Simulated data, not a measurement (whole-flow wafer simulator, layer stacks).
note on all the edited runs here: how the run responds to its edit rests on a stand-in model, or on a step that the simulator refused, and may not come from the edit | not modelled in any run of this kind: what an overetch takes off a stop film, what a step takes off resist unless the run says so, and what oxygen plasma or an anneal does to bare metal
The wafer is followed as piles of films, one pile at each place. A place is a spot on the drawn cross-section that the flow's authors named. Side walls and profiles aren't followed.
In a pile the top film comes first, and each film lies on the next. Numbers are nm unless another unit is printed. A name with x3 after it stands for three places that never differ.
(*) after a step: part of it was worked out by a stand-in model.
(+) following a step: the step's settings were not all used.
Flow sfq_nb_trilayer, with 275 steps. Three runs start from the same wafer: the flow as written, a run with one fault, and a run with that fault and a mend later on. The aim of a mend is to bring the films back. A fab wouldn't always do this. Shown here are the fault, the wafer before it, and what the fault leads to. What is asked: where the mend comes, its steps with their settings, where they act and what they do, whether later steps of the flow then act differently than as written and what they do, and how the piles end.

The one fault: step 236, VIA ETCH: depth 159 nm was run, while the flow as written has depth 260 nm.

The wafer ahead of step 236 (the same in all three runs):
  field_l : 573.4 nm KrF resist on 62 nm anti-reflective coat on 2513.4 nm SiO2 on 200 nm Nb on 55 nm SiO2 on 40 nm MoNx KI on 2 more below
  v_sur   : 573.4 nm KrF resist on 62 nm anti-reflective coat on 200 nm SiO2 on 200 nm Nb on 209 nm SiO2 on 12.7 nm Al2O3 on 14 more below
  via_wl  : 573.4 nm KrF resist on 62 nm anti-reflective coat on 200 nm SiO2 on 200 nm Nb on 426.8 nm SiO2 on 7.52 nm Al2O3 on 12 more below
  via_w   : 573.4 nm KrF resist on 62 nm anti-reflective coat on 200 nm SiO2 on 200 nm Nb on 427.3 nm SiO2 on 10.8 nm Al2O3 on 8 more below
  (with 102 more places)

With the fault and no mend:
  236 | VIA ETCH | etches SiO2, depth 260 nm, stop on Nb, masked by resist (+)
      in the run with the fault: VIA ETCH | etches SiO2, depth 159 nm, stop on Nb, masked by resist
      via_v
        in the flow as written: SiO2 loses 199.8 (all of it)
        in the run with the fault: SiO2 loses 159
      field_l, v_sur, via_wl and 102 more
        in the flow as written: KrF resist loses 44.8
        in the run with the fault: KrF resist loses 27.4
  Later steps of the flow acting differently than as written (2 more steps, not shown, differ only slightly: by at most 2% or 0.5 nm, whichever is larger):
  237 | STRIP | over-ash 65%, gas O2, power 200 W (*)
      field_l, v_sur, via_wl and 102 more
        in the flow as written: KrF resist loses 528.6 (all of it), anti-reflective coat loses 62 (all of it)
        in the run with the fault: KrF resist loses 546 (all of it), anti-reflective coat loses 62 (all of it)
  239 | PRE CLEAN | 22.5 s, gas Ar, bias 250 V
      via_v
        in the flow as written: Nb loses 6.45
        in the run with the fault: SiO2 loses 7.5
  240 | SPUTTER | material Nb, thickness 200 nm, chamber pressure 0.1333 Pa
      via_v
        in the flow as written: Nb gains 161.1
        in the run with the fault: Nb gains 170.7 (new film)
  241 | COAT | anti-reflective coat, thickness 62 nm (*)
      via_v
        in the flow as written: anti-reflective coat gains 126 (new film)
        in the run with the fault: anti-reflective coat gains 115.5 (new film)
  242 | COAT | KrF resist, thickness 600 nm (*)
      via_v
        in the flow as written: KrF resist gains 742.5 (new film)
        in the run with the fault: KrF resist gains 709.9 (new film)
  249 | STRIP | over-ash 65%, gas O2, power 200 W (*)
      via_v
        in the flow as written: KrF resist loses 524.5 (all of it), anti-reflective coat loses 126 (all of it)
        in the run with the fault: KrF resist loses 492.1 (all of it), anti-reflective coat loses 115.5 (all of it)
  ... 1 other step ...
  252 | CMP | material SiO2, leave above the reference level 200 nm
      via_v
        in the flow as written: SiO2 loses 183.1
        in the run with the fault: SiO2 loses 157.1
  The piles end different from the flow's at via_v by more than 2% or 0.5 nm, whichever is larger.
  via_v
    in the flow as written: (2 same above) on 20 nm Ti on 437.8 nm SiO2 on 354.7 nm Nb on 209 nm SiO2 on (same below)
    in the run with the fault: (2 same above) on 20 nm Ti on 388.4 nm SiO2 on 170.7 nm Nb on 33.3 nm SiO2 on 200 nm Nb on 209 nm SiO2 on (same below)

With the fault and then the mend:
  The mend follows step 237.
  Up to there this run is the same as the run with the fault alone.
  237a | COAT | anti-reflective coat, thickness 62 nm (*) (the flow's step 229, run once more)
      p4_fl x3, p4_w1 x9, p4_g1 x2 and 63 more
        anti-reflective coat gains 62 (new film)
      res, r_end, moat and 8 more
        anti-reflective coat gains 61.8 (new film)
      ce_r, sp_r, be_r, r_sur
        anti-reflective coat gains 61.7 (new film)
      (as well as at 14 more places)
  237b | COAT | KrF resist, thickness 650 nm (*) (the flow's step 230, run once more)
      p4_fl x3, p4_w1 x9, p4_g1 x2 and 63 more
        KrF resist gains 650 (new film)
      moat, field_r, lsp_l, ln_m5, lsp_m, l0v
        KrF resist gains 649.6 (new film)
      ln_m6, lsp_r, l0_sur
        KrF resist gains 649.7 (new film)
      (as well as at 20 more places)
  237c | SOFTBAKE | KrF resist (the flow's step 231, run once more)
      leaves every film unchanged at each place that is followed
  237d | EXPOSE | photomask I6, dose 11.91 mJ/cm2, NA 0.6, wavelength 248 nm (*) (the flow's step 232, run once more)
      leaves every film unchanged at each place that is followed
  237e | PEB | KrF resist, 90 s (the flow's step 233, run once more)
      c5j, ce_r, sp_r and 90 more
        KrF resist loses 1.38
      field_l, v_sur, via_wl and 7 more
        KrF resist loses 1.37
      via_wr, be
        KrF resist loses 1.36
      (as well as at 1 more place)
  237f | DEVELOP | KrF resist, thickness 650 nm, 60 s (the flow's step 234, run once more)
      field_l, v_sur, via_wl and 102 more
        KrF resist loses 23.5
      via_v
        KrF resist loses 742 (all of it)
  237g | VIA ETCH | etches anti-reflective coat, depth 125 nm, masked by resist (+) (the flow's step 235, run once more)
      field_l, v_sur, via_wl and 102 more
        KrF resist loses 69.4
      via_v
        anti-reflective coat loses 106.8 (all of it)
  237h | VIA ETCH | etches SiO2, depth 101 nm, stop on Nb, masked by resist (+) (the flow's step 236, run once more with other settings)
      field_l, v_sur, via_wl and 102 more
        KrF resist loses 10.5
      via_v
        SiO2 loses 40.8 (all of it)
  237i | STRIP | over-ash 65%, gas O2, power 200 W (*) (the flow's step 237, run once more)
      p4_fl x3, p4_w1 x9, p4_g1 x2 and 63 more
        KrF resist loses 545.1 (all of it), anti-reflective coat loses 62 (all of it)
      r_end, moat, field_r, lsp_l, ln_m5, l0v
        KrF resist loses 544.7 (all of it), anti-reflective coat loses 61.8 (all of it)
      lsp_m, ln_m6, lsp_r, l0_sur
        KrF resist loses 544.8 (all of it), anti-reflective coat loses 61.8 (all of it)
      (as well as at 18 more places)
  Every later step of the flow that is run acts as written at every place that is followed.
  By the end, the piles equal the flow's at every place that both follow.
